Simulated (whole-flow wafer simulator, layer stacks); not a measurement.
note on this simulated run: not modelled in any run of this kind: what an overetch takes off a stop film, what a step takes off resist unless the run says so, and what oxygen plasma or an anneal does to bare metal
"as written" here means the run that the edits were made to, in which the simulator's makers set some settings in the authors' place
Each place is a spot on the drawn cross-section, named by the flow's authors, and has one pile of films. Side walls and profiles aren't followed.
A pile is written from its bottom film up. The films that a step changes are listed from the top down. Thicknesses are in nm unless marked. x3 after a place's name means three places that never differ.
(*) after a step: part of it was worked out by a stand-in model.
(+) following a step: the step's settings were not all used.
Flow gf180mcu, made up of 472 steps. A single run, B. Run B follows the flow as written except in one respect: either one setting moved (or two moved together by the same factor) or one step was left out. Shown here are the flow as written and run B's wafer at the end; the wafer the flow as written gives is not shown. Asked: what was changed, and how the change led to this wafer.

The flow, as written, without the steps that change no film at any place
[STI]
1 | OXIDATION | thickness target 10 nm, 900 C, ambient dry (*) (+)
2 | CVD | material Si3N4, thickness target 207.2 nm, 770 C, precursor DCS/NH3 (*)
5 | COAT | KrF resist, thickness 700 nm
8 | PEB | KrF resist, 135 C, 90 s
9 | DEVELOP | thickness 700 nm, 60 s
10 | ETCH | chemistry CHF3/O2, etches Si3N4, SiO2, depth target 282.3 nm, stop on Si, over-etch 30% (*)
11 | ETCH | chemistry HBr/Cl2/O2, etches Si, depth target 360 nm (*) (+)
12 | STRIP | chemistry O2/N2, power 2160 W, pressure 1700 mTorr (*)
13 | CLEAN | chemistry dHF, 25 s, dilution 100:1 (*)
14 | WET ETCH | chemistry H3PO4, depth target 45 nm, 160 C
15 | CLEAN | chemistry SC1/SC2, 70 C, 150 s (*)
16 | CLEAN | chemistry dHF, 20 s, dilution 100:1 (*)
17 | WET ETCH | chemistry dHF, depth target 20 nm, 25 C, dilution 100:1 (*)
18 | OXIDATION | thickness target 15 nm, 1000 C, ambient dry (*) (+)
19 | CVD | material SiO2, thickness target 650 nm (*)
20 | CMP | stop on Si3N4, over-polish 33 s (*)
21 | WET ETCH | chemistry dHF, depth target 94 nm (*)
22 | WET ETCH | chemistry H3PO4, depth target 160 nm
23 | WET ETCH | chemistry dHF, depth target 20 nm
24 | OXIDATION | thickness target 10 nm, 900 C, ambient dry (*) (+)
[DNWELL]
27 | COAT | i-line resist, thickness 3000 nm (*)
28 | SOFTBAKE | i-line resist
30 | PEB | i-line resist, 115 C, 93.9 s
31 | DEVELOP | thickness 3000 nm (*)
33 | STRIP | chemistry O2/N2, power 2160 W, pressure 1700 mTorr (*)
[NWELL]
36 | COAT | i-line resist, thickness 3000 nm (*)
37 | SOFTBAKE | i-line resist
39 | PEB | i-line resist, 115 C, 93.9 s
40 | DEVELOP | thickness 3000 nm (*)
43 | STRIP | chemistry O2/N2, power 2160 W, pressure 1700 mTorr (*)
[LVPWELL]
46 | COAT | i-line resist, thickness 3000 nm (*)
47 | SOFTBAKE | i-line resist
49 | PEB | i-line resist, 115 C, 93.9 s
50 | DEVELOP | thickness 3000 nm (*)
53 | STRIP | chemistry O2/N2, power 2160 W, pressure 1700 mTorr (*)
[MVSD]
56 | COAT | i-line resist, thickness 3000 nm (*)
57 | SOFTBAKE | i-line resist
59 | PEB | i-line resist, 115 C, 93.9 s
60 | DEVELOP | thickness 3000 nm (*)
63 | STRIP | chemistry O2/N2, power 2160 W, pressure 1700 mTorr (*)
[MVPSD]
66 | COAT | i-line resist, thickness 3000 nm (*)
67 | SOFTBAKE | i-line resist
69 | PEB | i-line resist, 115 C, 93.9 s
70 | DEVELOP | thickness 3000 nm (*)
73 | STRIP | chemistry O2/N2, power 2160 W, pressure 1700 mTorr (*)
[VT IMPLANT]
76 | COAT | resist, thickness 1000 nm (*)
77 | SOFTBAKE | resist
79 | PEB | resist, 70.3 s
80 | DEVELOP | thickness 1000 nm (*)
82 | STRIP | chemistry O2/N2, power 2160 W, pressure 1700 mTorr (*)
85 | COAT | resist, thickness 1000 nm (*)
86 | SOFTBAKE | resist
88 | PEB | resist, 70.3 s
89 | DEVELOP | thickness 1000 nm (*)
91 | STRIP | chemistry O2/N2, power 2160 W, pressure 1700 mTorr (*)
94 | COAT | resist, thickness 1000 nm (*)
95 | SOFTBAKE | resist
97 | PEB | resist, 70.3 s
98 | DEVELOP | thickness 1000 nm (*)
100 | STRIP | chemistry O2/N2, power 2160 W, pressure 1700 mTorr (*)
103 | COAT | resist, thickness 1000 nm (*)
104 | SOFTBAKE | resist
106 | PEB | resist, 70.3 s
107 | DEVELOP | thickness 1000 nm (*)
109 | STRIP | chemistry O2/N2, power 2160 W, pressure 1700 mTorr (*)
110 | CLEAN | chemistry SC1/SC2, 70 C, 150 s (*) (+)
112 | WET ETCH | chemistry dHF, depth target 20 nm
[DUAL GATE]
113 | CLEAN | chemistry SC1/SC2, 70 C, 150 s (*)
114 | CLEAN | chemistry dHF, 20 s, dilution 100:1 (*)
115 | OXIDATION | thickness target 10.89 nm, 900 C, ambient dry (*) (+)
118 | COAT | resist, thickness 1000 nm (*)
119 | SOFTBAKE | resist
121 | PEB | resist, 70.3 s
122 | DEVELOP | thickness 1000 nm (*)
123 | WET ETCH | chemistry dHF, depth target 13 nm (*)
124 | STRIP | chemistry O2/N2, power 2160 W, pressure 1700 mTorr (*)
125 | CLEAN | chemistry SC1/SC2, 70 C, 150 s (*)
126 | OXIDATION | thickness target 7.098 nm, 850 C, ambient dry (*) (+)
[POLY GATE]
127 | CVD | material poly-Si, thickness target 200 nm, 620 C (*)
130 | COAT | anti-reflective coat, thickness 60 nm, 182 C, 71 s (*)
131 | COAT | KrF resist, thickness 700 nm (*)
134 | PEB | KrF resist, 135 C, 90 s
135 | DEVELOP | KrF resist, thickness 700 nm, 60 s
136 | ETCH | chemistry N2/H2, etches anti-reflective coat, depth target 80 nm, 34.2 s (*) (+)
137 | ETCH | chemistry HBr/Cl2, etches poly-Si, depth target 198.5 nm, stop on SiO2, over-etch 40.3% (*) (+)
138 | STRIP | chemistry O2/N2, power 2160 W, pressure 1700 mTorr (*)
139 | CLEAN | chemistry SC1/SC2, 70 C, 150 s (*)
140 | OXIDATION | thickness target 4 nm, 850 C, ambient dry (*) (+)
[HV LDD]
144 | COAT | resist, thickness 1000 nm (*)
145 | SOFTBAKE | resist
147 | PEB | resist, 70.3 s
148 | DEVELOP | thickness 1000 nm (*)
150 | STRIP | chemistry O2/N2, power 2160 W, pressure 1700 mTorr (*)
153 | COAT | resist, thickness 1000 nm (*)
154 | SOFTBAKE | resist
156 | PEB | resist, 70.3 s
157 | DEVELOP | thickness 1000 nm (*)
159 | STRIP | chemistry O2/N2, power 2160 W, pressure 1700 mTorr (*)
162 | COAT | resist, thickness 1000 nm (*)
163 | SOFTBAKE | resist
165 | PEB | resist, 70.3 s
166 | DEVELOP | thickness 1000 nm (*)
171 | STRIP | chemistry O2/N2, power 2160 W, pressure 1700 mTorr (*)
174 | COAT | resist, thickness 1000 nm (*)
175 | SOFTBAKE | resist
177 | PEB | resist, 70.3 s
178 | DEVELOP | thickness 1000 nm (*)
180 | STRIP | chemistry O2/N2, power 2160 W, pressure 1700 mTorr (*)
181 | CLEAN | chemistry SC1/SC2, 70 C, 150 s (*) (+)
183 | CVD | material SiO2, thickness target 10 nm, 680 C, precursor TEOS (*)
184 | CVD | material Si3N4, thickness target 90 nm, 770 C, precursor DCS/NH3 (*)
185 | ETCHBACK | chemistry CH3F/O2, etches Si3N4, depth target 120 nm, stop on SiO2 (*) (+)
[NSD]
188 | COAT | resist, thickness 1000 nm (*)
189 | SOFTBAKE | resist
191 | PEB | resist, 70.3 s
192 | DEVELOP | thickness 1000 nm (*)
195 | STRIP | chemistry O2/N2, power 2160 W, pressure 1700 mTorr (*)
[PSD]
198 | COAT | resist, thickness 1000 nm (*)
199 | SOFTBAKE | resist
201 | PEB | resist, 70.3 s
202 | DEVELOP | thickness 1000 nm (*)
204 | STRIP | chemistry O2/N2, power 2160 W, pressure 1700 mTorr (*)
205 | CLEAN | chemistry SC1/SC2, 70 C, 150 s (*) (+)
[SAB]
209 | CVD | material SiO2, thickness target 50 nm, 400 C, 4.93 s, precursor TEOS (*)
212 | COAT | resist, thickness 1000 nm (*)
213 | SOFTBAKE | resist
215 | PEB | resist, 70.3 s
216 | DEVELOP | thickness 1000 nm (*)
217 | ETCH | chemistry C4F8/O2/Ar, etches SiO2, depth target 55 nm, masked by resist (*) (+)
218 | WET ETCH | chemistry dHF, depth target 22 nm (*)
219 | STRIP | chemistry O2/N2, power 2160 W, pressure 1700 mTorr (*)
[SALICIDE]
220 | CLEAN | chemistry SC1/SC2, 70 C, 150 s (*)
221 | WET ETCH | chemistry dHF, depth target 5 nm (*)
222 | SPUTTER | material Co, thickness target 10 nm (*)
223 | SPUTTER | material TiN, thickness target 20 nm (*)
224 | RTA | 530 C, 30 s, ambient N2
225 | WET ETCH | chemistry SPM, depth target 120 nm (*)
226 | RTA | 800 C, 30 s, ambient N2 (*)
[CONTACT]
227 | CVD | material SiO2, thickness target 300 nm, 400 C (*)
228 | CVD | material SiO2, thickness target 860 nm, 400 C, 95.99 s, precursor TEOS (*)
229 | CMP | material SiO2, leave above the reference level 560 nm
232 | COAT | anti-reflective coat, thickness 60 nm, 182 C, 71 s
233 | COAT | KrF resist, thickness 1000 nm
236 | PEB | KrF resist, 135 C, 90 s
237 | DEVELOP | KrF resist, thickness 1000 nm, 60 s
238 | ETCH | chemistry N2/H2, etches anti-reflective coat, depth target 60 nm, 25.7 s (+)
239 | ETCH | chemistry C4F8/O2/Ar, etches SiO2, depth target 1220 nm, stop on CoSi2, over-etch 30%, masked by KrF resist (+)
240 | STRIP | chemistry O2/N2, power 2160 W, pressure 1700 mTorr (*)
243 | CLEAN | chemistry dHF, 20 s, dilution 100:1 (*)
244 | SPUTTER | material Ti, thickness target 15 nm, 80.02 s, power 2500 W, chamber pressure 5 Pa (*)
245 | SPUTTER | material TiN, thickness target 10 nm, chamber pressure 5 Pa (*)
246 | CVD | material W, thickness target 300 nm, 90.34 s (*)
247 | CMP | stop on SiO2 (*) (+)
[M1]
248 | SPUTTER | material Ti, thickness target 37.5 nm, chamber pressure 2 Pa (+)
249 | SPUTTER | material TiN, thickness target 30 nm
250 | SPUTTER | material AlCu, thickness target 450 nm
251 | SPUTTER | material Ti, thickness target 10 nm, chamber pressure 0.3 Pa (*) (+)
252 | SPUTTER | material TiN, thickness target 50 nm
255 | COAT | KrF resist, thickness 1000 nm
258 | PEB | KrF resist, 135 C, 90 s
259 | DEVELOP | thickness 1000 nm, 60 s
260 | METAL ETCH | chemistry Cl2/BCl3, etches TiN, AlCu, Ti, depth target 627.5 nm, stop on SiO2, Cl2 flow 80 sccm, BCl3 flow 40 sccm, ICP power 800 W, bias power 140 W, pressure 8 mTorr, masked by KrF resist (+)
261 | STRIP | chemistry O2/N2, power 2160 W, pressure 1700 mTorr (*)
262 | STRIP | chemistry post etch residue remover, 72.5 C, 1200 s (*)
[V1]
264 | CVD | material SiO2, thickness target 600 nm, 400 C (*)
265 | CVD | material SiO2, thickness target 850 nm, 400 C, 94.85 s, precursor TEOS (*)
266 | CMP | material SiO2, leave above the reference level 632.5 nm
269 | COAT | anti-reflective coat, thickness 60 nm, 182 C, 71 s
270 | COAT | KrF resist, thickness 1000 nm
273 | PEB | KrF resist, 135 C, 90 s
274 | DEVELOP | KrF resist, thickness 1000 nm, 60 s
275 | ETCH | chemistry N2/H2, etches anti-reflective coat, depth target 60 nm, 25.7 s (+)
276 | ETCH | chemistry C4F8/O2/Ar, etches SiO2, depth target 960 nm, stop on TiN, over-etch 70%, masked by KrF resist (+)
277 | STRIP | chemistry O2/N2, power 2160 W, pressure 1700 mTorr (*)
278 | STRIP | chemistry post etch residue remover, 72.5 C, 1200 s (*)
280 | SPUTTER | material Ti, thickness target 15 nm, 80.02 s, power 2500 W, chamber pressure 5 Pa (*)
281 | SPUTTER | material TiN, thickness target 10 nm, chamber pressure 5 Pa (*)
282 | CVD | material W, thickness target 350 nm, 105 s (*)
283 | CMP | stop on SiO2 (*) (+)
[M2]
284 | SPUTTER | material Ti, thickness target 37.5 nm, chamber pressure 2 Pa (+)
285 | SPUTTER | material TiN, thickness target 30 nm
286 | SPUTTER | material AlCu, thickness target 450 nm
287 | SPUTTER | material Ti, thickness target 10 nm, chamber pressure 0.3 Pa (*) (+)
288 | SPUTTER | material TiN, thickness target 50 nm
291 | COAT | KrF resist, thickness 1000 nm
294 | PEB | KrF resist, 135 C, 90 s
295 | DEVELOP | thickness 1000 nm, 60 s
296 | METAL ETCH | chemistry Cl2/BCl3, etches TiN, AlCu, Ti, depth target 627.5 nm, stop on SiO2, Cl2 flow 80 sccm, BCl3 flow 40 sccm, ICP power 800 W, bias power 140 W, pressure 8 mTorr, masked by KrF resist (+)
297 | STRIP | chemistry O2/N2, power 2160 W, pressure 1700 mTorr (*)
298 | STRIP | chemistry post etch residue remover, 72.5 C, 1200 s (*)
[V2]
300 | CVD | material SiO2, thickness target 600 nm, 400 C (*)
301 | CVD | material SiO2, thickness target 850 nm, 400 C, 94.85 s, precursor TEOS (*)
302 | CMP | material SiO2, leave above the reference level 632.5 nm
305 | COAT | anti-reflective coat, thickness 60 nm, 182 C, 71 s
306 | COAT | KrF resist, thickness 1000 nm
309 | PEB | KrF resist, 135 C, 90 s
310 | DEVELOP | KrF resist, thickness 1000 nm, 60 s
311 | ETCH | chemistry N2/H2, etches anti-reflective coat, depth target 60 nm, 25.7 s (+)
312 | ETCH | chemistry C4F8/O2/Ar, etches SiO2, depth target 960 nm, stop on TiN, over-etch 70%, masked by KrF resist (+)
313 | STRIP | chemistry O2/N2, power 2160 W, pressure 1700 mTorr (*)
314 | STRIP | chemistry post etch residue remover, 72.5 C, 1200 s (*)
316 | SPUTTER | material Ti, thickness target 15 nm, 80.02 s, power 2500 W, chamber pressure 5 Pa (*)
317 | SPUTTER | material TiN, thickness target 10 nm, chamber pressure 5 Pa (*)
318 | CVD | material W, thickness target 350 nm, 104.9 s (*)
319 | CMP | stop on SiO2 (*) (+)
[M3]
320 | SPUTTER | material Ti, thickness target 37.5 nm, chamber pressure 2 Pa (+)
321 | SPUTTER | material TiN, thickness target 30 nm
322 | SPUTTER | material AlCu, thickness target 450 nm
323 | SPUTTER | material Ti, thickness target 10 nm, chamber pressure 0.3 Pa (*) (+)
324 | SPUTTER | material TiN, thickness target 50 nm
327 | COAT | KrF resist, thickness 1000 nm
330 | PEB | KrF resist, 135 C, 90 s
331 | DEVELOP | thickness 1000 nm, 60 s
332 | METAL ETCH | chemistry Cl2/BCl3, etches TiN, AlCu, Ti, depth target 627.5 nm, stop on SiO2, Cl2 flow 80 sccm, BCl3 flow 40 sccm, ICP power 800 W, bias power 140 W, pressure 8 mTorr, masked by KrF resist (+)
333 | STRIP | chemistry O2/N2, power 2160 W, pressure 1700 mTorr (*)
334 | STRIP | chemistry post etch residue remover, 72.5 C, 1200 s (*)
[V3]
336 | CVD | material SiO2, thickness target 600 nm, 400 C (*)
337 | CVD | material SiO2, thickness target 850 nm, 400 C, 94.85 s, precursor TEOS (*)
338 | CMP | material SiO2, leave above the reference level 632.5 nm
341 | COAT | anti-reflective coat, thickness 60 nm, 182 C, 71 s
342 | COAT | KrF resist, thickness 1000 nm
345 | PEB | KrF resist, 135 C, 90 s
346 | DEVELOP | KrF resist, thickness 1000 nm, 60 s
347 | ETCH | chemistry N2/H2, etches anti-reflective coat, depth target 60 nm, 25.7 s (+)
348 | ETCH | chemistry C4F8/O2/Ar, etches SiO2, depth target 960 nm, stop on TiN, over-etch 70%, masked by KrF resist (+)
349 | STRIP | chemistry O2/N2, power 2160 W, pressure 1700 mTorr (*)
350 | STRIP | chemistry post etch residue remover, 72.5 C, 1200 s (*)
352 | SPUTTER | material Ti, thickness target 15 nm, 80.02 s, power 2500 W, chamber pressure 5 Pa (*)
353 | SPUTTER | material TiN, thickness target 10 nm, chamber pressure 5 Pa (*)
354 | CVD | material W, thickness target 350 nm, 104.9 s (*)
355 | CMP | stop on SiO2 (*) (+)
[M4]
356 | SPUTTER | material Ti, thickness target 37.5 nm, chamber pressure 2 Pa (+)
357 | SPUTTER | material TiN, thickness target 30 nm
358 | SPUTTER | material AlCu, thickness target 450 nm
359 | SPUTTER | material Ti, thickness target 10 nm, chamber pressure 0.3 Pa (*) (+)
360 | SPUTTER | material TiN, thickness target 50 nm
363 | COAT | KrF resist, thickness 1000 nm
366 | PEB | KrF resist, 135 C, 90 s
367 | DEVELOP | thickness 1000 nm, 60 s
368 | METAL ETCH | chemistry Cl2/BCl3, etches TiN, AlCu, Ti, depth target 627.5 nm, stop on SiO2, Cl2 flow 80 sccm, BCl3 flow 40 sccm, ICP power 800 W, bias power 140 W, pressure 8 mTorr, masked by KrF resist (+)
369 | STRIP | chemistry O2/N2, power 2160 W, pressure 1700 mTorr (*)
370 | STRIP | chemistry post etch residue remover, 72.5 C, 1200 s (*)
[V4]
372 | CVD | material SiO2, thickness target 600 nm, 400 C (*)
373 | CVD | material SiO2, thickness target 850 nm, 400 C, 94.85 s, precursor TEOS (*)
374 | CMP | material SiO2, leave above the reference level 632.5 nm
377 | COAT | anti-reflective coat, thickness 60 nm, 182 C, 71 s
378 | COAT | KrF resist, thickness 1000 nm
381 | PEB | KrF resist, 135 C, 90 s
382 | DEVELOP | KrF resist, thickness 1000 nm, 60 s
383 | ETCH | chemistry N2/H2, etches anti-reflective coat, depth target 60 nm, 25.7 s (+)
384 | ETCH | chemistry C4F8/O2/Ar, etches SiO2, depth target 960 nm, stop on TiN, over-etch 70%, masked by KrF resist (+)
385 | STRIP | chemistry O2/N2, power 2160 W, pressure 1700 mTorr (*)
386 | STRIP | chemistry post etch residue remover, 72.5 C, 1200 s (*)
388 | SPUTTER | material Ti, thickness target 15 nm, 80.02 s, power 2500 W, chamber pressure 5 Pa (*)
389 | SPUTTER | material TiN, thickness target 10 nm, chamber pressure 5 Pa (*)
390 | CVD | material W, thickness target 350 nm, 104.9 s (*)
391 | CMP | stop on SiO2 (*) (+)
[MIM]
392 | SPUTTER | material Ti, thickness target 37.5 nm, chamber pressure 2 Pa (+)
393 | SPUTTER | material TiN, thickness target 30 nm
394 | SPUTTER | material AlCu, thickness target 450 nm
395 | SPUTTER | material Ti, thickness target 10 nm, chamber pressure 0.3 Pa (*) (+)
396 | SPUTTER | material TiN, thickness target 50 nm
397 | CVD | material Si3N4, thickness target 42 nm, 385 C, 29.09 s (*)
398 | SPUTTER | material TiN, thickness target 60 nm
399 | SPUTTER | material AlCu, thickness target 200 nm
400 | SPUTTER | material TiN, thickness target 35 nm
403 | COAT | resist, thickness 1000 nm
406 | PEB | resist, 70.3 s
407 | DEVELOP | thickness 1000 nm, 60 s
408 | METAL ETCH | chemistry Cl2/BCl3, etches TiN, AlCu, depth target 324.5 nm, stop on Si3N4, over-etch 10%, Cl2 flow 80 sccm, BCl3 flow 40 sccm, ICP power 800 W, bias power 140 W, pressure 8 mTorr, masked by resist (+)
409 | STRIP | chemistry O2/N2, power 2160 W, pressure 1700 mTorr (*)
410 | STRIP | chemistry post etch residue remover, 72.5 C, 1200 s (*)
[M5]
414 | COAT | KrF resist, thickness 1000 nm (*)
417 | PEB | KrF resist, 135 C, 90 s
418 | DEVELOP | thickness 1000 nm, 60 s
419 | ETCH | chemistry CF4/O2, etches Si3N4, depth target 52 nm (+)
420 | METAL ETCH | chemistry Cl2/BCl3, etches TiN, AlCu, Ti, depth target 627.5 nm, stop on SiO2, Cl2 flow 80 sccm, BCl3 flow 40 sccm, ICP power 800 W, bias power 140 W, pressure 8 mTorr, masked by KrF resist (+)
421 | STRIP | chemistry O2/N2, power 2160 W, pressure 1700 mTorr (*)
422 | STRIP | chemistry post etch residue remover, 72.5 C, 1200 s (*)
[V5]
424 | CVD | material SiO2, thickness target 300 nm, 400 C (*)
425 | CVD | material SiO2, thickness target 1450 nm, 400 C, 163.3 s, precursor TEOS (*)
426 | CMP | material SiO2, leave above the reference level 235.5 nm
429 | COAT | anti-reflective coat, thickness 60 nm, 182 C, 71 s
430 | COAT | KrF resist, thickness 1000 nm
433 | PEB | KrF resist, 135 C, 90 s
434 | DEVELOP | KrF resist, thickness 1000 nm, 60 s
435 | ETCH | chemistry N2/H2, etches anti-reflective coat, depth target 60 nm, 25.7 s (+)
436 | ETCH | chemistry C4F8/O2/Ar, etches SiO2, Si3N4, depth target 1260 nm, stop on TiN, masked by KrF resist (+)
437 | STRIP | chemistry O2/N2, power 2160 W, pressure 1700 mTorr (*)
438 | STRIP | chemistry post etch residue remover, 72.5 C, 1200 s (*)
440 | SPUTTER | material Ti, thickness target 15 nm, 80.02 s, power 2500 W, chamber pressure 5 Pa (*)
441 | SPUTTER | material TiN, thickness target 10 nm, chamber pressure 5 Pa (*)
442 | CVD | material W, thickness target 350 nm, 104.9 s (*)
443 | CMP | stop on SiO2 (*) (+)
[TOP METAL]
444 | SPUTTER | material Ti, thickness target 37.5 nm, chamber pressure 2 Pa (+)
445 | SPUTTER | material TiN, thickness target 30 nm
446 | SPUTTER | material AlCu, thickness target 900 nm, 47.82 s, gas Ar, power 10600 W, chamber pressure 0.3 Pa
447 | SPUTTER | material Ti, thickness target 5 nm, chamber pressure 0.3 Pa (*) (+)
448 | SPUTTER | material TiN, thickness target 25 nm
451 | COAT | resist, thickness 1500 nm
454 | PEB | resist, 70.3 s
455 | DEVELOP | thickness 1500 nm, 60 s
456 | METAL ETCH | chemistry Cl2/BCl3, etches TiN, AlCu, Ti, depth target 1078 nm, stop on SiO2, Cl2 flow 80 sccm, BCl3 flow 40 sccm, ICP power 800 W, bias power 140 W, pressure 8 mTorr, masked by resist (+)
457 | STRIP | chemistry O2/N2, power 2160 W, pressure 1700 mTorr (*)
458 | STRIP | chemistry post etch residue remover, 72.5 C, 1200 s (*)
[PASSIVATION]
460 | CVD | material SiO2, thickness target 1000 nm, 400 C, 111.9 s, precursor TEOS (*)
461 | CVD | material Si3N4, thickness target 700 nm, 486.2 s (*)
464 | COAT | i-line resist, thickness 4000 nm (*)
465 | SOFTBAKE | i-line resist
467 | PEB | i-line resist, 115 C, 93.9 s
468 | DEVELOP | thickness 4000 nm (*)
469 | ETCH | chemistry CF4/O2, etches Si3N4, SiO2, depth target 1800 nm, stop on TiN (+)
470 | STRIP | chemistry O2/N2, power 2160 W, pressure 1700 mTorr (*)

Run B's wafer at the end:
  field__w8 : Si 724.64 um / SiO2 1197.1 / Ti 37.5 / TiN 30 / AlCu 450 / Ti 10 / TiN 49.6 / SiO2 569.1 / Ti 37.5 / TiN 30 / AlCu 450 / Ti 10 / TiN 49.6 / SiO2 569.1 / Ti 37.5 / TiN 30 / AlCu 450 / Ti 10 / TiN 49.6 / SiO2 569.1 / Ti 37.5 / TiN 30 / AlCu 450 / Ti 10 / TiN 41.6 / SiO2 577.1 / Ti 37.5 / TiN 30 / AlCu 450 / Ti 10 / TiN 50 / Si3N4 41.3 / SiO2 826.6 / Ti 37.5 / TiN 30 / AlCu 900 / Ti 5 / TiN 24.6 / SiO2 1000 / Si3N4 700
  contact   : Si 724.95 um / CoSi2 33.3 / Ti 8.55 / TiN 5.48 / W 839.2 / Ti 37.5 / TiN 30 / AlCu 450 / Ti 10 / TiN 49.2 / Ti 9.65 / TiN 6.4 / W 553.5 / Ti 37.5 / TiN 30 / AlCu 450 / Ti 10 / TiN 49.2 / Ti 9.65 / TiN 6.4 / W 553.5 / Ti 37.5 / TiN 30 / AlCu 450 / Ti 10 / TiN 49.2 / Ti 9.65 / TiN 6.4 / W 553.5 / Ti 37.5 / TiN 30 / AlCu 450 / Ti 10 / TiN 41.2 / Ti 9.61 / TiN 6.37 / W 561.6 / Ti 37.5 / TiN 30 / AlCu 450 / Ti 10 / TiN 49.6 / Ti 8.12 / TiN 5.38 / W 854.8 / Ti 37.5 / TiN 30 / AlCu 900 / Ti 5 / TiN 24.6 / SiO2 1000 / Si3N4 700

Cause: step 360, SPUTTER: thickness target 42 nm was run, while the flow as written has thickness target 50 nm.

How this came from the change, step by step:
  360 | SPUTTER | material TiN, thickness target 50 nm
      field, field__w1, field__w2 and 108 more: TiN gains 42 (new film) (in the flow as written it would be: TiN gains 50 (new film))
  368 | METAL ETCH | chemistry Cl2/BCl3, etches TiN, AlCu, Ti, depth target 627.5 nm, stop on SiO2, Cl2 flow 80 sccm, BCl3 flow 40 sccm, ICP power 800 W, bias power 140 W, pressure 8 mTorr, masked by KrF resist (+)
      field, field__w1, field__w2 and 103 more: TiN loses 42 (all of it), Ti loses 10 (all of it), AlCu loses 450 (all of it), TiN loses 30 (all of it), Ti loses 37.5 (all of it) (in the flow as written it would be: TiN loses 50 (all of it), Ti loses 10 (all of it), AlCu loses 450 (all of it), TiN loses 30 (all of it), Ti loses 37.5 (all of it))
